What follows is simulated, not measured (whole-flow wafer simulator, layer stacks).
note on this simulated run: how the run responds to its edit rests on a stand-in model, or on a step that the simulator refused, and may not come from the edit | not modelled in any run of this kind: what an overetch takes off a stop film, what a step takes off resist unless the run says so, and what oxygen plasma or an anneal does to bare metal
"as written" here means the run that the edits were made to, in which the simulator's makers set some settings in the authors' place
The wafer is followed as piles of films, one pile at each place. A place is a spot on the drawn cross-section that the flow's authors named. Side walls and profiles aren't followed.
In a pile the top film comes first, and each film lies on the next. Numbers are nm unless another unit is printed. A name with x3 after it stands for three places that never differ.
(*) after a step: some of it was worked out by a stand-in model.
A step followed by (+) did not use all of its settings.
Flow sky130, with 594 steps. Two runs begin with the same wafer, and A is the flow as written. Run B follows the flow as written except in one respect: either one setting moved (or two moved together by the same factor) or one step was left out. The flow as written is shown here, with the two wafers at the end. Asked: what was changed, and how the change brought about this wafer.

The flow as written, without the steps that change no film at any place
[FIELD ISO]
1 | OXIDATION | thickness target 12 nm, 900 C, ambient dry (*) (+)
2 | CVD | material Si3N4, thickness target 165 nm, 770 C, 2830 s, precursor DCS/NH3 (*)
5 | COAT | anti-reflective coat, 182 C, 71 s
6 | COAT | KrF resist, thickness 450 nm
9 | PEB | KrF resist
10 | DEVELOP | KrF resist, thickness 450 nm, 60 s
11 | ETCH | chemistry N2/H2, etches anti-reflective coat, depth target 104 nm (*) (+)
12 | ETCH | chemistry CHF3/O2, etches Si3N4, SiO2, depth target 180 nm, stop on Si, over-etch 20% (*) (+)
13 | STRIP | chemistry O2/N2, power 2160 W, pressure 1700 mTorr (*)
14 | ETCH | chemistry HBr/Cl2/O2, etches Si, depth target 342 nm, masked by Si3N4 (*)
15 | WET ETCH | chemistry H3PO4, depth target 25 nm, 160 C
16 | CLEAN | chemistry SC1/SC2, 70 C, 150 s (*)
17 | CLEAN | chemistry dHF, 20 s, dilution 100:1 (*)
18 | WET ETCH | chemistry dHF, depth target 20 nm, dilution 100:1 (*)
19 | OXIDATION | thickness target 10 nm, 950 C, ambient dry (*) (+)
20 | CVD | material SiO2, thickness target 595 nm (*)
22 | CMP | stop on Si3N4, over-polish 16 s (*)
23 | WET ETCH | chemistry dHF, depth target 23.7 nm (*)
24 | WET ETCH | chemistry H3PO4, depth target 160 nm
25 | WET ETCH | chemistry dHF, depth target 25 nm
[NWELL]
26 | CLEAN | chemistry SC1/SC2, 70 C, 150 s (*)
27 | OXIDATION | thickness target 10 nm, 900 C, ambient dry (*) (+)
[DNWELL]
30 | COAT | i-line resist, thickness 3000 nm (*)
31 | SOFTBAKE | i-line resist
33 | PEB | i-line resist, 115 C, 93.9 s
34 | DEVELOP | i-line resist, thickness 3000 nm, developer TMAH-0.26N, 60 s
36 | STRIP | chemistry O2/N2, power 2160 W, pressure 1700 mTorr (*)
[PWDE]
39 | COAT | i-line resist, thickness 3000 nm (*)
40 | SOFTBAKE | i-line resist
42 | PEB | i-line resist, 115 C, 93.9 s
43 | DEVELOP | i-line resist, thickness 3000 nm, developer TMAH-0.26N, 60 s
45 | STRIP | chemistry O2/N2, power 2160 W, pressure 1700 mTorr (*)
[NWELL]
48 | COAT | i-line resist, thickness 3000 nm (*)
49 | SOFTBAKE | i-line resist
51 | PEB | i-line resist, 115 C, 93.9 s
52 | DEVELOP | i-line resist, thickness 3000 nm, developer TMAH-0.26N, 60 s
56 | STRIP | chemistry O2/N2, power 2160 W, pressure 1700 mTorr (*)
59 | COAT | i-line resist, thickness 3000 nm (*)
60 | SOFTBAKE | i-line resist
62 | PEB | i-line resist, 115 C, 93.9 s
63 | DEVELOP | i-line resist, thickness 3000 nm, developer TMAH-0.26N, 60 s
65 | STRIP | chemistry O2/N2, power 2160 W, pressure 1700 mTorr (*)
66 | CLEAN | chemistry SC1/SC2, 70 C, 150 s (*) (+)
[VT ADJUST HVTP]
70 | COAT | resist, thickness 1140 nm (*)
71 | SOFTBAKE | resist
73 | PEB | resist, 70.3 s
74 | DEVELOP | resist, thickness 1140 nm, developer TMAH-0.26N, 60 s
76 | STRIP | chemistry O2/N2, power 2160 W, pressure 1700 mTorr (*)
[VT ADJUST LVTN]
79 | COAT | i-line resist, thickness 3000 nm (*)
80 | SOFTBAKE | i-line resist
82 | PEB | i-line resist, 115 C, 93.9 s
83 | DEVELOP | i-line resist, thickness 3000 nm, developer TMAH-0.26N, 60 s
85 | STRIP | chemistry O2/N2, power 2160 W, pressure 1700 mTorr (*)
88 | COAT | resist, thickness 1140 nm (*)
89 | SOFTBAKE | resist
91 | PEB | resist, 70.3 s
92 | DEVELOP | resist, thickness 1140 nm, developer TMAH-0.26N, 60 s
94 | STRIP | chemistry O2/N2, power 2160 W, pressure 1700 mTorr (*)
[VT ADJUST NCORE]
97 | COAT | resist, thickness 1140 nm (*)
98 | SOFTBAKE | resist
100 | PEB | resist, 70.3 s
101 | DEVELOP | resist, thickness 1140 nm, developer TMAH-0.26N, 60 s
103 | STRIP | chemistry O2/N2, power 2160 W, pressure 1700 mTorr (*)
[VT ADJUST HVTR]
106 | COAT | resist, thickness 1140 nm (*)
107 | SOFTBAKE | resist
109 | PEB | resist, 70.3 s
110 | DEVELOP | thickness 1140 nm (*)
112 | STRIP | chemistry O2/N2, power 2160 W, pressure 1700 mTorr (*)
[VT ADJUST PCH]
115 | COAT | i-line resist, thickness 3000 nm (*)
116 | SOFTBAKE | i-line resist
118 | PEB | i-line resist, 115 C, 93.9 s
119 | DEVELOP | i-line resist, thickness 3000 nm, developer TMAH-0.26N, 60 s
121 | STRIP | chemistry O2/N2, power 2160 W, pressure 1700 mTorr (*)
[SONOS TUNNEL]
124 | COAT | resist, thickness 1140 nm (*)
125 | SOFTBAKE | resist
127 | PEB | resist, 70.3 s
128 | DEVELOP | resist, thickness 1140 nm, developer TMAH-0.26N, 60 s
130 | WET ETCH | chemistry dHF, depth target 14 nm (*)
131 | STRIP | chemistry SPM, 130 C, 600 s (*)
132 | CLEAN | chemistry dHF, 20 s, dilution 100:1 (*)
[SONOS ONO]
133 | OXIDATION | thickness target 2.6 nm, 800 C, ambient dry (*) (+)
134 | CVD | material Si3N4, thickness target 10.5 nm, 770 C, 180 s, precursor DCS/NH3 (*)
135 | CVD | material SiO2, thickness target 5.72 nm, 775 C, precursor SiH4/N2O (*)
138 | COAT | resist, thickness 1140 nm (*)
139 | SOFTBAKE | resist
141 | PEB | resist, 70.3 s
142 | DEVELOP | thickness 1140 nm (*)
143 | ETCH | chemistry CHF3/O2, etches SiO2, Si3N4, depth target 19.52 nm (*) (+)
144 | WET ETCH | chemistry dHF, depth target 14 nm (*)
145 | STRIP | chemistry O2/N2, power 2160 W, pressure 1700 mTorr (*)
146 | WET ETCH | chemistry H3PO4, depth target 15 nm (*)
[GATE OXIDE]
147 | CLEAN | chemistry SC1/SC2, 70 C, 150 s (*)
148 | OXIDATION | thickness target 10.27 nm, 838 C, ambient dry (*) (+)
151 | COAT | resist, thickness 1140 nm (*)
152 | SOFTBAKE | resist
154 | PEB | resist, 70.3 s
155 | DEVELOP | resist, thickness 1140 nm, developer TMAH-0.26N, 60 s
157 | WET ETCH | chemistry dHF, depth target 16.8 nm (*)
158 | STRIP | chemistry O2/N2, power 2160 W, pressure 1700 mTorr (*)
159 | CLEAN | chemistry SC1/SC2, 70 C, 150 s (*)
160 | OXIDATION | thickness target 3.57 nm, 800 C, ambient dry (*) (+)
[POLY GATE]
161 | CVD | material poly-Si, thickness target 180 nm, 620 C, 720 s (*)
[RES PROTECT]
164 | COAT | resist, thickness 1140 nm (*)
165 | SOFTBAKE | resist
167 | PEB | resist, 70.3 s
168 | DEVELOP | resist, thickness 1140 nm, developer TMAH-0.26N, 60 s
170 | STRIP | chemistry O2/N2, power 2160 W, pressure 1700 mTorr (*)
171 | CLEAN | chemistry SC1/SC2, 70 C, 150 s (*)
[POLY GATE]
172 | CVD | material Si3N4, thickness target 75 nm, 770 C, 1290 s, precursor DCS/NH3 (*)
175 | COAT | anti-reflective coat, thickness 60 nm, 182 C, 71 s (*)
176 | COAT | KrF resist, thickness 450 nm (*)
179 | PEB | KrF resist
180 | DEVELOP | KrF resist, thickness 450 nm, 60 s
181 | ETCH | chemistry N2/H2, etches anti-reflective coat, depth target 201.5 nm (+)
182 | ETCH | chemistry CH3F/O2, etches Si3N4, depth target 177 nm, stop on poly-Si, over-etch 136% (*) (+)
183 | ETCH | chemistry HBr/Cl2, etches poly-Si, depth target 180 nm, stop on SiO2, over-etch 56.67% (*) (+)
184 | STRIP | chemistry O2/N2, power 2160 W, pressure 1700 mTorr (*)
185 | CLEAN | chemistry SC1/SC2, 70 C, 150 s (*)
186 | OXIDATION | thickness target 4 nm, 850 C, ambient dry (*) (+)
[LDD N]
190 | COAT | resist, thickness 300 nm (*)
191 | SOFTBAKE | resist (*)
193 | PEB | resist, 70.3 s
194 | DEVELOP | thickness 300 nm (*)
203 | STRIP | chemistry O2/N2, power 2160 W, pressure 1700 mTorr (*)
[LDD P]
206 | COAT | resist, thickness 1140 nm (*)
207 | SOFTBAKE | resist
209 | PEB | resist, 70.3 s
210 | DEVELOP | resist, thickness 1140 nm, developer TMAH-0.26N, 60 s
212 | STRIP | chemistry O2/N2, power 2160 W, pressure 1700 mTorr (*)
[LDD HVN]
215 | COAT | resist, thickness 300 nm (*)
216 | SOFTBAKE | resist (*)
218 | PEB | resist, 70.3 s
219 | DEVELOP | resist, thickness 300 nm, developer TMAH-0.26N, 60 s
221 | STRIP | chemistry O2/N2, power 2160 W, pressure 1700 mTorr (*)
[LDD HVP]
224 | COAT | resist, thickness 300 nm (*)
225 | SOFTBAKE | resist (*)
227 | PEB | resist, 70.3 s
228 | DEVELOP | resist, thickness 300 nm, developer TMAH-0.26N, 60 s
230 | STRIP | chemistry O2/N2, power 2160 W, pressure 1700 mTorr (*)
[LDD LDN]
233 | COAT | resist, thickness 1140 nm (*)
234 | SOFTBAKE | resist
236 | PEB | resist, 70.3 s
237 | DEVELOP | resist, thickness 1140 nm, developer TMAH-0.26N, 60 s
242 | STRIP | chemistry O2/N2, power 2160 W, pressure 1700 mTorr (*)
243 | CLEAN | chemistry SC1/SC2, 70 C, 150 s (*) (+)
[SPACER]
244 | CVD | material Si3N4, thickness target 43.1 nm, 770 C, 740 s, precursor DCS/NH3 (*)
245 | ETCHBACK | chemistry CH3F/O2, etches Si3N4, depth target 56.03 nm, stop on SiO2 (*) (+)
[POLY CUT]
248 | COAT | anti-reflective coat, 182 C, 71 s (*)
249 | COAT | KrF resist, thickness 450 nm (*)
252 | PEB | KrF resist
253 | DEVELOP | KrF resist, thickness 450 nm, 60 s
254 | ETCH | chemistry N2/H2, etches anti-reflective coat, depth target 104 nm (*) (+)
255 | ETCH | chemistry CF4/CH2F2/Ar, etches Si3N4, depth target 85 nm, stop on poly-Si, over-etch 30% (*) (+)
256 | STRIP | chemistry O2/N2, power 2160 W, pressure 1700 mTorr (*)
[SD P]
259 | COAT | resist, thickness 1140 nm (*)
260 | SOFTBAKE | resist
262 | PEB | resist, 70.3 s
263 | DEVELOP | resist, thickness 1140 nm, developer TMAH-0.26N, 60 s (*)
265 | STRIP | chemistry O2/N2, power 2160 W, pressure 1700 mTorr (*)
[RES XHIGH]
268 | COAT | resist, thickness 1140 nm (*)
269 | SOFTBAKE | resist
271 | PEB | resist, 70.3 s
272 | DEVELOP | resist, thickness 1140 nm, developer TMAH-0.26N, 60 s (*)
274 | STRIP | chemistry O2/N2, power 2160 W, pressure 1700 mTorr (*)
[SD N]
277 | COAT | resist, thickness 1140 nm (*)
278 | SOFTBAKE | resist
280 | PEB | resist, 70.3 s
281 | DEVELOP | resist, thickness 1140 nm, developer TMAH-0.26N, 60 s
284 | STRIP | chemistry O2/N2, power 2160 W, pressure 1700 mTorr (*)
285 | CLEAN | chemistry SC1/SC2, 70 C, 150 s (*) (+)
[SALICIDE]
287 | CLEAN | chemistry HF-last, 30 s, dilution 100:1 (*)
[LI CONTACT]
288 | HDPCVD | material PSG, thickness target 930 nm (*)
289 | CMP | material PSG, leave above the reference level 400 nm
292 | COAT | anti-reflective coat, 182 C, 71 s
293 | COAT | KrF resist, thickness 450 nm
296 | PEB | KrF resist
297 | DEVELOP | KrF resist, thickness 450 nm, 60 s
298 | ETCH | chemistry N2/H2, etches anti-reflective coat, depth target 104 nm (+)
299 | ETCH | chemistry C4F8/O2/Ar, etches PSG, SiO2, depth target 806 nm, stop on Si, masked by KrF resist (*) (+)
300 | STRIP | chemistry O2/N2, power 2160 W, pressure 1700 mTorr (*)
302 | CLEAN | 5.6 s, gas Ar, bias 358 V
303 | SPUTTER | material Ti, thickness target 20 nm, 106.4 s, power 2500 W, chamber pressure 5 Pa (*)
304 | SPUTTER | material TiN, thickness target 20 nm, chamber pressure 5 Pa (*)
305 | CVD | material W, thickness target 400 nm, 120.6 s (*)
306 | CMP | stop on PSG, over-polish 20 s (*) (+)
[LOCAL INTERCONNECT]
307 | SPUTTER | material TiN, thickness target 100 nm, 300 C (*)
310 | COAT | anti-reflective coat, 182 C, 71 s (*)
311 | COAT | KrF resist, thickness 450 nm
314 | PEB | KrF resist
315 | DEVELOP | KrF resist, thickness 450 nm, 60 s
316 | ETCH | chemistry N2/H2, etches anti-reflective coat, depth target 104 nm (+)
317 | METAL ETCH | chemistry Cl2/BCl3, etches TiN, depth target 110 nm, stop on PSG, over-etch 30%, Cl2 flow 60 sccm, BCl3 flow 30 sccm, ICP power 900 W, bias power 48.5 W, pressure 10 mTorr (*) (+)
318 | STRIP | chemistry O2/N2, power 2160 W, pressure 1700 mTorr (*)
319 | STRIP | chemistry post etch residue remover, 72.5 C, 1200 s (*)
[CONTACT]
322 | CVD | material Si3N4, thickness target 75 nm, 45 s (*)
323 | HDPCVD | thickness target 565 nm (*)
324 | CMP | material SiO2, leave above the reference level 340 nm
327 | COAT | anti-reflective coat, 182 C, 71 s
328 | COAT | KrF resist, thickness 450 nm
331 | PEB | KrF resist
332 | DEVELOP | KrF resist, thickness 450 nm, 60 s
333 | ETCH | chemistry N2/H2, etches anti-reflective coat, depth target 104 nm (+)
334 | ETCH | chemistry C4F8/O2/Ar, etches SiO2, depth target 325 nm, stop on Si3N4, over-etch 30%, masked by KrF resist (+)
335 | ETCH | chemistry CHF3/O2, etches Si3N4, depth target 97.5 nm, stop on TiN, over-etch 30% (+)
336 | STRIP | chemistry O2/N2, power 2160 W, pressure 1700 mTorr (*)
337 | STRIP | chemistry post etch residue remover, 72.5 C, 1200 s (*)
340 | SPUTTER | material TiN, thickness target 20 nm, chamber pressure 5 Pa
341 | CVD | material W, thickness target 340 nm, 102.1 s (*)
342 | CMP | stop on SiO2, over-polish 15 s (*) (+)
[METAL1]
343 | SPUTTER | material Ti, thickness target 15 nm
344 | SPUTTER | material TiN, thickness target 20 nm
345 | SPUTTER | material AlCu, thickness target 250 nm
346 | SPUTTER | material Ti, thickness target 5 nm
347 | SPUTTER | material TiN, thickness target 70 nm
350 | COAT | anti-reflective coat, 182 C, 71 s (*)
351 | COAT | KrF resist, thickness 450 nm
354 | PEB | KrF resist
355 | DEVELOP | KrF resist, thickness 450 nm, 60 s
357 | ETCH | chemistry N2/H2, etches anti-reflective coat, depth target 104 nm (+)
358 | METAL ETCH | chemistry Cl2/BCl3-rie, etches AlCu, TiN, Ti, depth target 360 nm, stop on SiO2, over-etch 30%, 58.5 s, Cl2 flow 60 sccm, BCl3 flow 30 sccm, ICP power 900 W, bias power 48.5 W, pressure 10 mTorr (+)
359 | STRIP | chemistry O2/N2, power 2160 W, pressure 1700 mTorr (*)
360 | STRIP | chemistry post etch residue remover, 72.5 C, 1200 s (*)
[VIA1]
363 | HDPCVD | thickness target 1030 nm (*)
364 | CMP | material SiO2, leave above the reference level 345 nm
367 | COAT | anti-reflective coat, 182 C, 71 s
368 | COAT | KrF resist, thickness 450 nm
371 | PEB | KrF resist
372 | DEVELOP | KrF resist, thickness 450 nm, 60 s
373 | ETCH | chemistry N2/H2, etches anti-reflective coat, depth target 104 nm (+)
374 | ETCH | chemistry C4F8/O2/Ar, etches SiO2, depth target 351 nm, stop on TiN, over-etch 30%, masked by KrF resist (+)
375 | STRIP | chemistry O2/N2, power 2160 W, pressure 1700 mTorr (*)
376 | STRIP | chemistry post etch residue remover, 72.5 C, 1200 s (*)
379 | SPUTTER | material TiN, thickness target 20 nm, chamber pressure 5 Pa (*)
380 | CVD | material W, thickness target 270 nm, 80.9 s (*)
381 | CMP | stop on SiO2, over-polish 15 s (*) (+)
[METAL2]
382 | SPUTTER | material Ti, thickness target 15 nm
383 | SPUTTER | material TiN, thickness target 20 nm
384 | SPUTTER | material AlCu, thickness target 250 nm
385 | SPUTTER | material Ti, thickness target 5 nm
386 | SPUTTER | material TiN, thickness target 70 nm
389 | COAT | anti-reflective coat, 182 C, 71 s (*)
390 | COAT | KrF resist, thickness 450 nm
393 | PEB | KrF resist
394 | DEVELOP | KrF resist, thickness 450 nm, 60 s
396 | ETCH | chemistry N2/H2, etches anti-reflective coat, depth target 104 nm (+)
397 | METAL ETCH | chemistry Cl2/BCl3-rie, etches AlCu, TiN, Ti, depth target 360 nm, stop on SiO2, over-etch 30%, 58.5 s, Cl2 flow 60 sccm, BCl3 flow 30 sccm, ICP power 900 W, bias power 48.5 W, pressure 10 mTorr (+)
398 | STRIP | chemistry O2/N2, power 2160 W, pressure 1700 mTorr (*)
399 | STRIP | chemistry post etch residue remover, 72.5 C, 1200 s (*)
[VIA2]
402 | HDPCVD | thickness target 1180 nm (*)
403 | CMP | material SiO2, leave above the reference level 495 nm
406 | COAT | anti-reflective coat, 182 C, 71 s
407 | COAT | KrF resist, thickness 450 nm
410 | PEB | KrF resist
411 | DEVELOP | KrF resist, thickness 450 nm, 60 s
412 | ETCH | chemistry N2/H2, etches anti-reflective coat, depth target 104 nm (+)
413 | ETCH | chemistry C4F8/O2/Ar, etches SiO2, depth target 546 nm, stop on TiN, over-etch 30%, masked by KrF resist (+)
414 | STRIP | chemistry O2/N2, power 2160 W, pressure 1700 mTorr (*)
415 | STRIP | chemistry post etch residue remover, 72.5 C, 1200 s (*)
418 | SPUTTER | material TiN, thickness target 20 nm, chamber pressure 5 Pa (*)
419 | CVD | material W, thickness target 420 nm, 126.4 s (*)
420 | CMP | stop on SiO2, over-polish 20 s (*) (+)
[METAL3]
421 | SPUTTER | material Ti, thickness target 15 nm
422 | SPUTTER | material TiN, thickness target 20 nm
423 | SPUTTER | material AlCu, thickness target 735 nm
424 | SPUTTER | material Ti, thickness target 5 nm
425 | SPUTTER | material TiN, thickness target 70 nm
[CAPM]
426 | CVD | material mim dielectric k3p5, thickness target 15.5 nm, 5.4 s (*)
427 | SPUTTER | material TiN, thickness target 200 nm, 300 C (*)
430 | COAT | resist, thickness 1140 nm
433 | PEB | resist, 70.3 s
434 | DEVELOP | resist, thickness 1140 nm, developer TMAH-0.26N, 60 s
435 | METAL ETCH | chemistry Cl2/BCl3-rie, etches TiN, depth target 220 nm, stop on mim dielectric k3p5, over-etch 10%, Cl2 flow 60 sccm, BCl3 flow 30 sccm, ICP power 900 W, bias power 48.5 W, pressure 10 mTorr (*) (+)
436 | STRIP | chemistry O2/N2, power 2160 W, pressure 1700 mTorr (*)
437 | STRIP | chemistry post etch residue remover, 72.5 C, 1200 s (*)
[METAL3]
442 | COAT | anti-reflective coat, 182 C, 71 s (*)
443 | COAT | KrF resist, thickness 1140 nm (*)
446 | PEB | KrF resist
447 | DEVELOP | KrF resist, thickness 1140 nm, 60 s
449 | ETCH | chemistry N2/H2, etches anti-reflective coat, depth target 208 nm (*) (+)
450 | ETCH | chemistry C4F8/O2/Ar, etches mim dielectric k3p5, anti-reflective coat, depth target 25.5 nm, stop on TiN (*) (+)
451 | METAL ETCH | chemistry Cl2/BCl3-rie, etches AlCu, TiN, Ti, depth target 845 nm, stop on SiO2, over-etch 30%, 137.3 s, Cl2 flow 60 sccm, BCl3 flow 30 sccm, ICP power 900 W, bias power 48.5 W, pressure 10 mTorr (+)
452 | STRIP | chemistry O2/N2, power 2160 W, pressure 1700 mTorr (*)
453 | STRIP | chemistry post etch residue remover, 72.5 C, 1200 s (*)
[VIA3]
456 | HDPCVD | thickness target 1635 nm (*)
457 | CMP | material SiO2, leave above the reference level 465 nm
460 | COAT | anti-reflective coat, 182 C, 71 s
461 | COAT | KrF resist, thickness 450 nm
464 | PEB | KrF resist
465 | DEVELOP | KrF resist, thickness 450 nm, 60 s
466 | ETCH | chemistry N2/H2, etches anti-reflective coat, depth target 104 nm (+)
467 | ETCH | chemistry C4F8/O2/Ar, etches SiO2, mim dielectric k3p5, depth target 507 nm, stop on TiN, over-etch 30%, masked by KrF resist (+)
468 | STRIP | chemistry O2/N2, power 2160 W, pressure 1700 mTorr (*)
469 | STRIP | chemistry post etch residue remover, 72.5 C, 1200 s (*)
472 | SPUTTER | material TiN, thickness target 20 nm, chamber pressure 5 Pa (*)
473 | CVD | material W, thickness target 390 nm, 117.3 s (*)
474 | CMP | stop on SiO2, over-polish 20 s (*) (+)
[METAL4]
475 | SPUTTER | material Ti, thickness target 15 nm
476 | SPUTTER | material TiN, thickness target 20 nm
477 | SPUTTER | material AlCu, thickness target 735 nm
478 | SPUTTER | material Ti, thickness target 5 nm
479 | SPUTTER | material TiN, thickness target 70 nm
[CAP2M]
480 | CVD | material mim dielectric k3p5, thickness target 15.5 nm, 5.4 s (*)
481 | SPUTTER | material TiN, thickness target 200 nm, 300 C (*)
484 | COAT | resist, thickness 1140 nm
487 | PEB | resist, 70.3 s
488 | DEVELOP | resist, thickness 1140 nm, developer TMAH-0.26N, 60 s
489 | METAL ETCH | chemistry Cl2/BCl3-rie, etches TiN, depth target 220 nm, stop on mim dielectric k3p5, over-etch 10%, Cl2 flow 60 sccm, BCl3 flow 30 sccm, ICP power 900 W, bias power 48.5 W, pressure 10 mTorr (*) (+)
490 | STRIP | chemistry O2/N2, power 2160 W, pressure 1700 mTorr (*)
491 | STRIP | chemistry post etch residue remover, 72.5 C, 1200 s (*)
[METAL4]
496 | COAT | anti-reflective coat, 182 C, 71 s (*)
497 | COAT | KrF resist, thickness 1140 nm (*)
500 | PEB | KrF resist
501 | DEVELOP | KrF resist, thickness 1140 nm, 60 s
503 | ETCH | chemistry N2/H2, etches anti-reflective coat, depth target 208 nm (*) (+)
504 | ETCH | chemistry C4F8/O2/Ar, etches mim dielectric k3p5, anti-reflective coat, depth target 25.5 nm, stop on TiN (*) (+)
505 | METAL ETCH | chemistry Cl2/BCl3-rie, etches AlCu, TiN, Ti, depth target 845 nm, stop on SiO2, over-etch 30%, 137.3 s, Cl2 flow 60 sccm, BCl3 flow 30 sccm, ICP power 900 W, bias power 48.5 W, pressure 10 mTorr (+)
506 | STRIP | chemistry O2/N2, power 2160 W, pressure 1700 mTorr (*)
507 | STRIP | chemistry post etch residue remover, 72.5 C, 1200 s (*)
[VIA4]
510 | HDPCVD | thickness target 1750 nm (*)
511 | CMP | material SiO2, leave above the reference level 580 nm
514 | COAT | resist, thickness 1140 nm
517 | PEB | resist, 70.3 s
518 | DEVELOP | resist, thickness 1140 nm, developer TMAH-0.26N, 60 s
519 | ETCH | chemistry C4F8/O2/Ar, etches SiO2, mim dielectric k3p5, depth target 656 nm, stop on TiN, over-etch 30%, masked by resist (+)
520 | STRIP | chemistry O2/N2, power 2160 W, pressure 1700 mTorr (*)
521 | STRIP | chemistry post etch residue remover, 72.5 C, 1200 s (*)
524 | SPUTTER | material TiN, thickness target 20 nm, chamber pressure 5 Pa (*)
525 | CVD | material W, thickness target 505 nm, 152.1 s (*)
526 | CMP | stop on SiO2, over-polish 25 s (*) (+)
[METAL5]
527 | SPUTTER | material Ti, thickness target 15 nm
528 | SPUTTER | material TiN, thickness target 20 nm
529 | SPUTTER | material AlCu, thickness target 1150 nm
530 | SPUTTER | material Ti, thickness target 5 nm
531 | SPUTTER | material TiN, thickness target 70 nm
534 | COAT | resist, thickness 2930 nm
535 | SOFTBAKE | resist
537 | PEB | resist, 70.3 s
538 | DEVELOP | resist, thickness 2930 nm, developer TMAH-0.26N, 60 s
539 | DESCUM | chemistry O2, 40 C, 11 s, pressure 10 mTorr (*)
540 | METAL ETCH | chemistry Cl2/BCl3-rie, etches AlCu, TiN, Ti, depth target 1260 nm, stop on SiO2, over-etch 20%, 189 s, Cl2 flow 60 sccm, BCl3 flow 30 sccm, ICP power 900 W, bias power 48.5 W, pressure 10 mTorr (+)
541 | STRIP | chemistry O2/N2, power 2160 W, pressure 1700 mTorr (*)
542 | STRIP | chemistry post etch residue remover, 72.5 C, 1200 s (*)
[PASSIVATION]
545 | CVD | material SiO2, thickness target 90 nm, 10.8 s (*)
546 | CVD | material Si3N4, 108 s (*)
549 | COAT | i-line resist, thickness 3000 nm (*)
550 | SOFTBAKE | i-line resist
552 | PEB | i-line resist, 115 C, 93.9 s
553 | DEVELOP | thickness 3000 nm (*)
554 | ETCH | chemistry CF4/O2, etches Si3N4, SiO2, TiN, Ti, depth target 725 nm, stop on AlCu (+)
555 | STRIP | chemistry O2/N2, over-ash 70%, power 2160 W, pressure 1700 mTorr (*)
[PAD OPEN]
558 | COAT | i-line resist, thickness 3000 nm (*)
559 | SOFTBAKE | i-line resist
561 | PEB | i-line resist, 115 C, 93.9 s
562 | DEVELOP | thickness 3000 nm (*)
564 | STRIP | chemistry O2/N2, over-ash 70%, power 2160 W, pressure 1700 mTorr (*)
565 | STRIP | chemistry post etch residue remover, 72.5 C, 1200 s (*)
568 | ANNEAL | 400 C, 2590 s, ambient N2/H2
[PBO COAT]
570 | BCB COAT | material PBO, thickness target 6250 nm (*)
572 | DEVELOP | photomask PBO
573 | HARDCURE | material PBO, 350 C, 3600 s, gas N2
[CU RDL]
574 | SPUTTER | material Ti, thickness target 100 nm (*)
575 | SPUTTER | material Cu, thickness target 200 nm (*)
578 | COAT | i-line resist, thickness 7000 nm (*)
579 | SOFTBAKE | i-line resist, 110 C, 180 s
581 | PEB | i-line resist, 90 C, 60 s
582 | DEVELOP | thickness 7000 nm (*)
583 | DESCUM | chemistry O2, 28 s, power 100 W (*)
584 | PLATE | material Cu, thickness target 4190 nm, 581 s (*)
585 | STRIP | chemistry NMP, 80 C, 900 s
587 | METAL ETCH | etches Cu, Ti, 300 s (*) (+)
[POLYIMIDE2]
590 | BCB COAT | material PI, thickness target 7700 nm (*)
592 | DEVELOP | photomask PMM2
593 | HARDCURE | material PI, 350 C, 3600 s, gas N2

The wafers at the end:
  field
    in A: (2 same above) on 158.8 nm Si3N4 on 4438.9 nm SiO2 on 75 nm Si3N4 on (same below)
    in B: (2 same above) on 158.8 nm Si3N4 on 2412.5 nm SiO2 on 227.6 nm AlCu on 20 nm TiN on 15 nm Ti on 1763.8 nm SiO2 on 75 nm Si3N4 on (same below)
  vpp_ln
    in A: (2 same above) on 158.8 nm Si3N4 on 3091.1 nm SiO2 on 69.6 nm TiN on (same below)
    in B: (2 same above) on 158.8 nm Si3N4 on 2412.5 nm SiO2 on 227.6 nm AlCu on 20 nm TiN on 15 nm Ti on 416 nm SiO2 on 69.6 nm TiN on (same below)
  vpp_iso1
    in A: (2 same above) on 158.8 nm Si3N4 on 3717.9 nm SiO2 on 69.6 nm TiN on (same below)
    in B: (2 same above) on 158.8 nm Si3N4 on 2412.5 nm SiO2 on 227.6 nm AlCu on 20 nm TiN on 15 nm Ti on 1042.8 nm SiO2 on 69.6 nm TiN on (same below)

What caused this: step 451, METAL ETCH: depth target 443.6 nm was run, while the flow as written has depth target 845 nm; step 451, METAL ETCH: 72.1 s was run, where the flow has 137.3 s.

Step by step, how the change led to this:
  451 | METAL ETCH | chemistry Cl2/BCl3-rie, etches AlCu, TiN, Ti, depth target 845 nm, stop on SiO2, over-etch 30%, 137.3 s, Cl2 flow 60 sccm, BCl3 flow 30 sccm, ICP power 900 W, bias power 48.5 W, pressure 10 mTorr (+)
      field, gate, spacer and 68 more: A TiN loses 70 (all of it), Ti loses 5 (all of it), AlCu loses 735 (all of it), TiN loses 20 (all of it), Ti loses 15 (all of it), SiO2 loses 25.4 | B TiN loses 70 (all of it), Ti loses 5 (all of it), AlCu loses 501.7
      active, vpp_ln, vpp_iso2 and 11 more: A TiN loses 70 (all of it), Ti loses 5 (all of it), AlCu loses 735 (all of it), TiN loses 20 (all of it), Ti loses 15 (all of it), SiO2 loses 25.3 | B TiN loses 70 (all of it), Ti loses 5 (all of it), AlCu loses 501.7
      (as well as at 107 more places)
  452 | STRIP | chemistry O2/N2, power 2160 W, pressure 1700 mTorr (*)
      n_well, p_well, gate_hv and 81 more: A KrF resist loses 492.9 (all of it), anti-reflective coat loses 80 (all of it) | B KrF resist loses 753.8 (all of it), anti-reflective coat loses 80 (all of it)
      m1, via2_hole: A KrF resist loses 493 (all of it), anti-reflective coat loses 80.5 (all of it) | B KrF resist loses 753.9 (all of it), anti-reflective coat loses 80.5 (all of it)
      (as well as at 21 more places)
  453 | STRIP | chemistry post etch residue remover, 72.5 C, 1200 s (*)
      field, active, gate and 82 more: A nothing | B AlCu loses 5.72
  456 | HDPCVD | thickness target 1635 nm (*)
      field, active, gate and 82 more: A SiO2 gains 1635 | B SiO2 gains 1635 (new film)
  457 | CMP | material SiO2, leave above the reference level 465 nm
      field, active, gate and 82 more: A SiO2 loses 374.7 | B SiO2 loses 662.6
If metal films that touch count as one body, field has 1 body; the flow as written gives 0 bodies.
If metal films that touch count as one body, vpp_ln has 3 bodies (between them, from the top down: SiO2 416; SiO2 267.2); the flow as written gives 2 bodies (between them, from the top down: SiO2 267.2).
If metal films that touch count as one body, vpp_iso1 has 2 bodies (between them, from the top down: SiO2 1042.8); the flow as written gives 1 body.
